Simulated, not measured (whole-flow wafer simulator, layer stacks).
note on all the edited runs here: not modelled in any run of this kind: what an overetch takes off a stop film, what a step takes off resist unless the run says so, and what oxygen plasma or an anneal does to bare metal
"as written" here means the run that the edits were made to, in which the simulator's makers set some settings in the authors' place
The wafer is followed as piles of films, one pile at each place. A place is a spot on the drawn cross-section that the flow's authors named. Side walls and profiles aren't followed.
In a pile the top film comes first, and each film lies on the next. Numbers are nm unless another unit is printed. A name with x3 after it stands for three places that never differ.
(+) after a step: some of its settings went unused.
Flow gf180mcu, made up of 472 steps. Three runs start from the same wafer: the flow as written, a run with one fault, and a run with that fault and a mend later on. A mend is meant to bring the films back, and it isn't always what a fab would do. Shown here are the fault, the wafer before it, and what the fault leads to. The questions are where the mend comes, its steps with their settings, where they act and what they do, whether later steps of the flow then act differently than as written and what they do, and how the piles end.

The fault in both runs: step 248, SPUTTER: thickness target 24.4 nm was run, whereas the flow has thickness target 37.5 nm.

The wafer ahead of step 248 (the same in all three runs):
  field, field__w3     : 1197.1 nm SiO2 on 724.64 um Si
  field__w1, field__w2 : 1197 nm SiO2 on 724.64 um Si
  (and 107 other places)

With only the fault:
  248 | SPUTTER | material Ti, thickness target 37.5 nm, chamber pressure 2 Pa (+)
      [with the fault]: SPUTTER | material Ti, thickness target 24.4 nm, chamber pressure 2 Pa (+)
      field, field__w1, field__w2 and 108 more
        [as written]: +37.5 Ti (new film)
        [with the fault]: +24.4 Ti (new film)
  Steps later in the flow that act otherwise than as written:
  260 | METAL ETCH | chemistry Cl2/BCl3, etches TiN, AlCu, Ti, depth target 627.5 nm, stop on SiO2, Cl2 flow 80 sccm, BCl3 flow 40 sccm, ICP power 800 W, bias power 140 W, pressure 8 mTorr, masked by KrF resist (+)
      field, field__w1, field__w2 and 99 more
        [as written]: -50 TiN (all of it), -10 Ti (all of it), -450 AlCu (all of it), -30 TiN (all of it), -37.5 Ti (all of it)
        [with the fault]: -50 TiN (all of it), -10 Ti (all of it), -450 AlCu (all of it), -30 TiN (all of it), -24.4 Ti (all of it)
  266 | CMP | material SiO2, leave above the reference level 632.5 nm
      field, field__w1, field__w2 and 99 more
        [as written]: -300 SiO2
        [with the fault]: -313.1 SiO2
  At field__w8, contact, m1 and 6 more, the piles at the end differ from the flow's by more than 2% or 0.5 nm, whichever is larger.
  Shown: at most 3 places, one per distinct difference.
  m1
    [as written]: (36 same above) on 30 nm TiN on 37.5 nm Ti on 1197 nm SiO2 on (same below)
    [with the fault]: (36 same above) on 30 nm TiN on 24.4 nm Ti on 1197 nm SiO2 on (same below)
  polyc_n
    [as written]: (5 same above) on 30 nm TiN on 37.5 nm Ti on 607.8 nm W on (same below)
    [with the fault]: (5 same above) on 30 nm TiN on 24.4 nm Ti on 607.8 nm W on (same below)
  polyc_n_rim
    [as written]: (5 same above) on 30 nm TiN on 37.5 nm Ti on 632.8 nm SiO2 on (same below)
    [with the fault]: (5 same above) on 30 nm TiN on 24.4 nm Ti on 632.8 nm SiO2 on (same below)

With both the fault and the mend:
  The mend follows step 248.
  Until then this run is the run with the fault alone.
  248a | SPUTTER | material Ti, thickness target 13.1 nm, chamber pressure 2 Pa (+) (a further turn of the flow's step 248, with different settings)
      field, field__w1, field__w2 and 108 more
        +13.1 Ti
  Every later step of the flow that is run acts as written at every place that is followed.
  The piles end the same as the flow's at every place that both follow.
